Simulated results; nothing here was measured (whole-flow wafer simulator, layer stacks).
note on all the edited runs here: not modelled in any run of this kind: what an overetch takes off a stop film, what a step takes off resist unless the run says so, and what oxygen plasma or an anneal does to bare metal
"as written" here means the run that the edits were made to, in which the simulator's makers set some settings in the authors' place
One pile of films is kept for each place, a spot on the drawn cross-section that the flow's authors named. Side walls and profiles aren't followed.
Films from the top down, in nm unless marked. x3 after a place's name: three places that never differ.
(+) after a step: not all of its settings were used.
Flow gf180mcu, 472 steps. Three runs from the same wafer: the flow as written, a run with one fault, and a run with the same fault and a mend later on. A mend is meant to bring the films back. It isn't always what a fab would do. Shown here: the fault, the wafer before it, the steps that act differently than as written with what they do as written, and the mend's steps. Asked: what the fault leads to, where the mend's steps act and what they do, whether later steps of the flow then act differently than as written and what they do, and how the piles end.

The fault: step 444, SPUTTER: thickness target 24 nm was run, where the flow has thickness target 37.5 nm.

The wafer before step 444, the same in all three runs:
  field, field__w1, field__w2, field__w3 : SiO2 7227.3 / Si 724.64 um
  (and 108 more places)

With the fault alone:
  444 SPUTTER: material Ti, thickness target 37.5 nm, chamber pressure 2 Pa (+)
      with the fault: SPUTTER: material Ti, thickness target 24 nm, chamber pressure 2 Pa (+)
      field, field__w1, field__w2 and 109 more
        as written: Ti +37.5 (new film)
        with the fault: Ti +24 (new film)
  Later steps of the flow that act differently than as written (4 more steps differ only slightly, by at most 2% or 0.5 nm, whichever is larger, and aren't shown):
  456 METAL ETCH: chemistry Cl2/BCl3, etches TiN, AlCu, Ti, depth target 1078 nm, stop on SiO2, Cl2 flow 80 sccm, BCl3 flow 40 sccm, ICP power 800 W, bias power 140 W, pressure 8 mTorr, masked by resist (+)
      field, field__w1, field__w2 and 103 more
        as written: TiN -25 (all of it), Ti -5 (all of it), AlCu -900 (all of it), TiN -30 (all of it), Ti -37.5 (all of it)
        with the fault: TiN -25 (all of it), Ti -5 (all of it), AlCu -900 (all of it), TiN -30 (all of it), Ti -24 (all of it)
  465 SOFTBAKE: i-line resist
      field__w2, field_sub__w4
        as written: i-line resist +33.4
        with the fault: i-line resist +32.7
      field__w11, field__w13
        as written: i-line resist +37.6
        with the fault: i-line resist +36.8
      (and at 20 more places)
  At the end the piles differ from the flow's by more than 2% or 0.5 nm, whichever is larger, at field__w8, contact, m1, m1__w1, pad, m1_nw.
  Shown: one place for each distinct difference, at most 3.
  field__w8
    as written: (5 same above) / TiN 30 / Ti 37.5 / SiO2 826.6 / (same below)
    with the fault: (5 same above) / TiN 30 / Ti 24 / SiO2 826.6 / (same below)
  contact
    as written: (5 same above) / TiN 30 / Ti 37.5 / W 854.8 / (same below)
    with the fault: (5 same above) / TiN 30 / Ti 24 / W 854.8 / (same below)
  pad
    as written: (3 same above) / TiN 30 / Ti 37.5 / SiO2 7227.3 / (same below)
    with the fault: (3 same above) / TiN 30 / Ti 24 / SiO2 7227.3 / (same below)

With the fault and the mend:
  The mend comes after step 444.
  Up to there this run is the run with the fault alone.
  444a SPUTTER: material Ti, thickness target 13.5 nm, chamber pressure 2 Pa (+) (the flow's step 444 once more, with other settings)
      field, field__w1, field__w2 and 109 more
        Ti +13.5
  No later step of the flow acts differently than as written at any place that is followed.
  At the end the piles are the same as the flow's at every place that both follow.
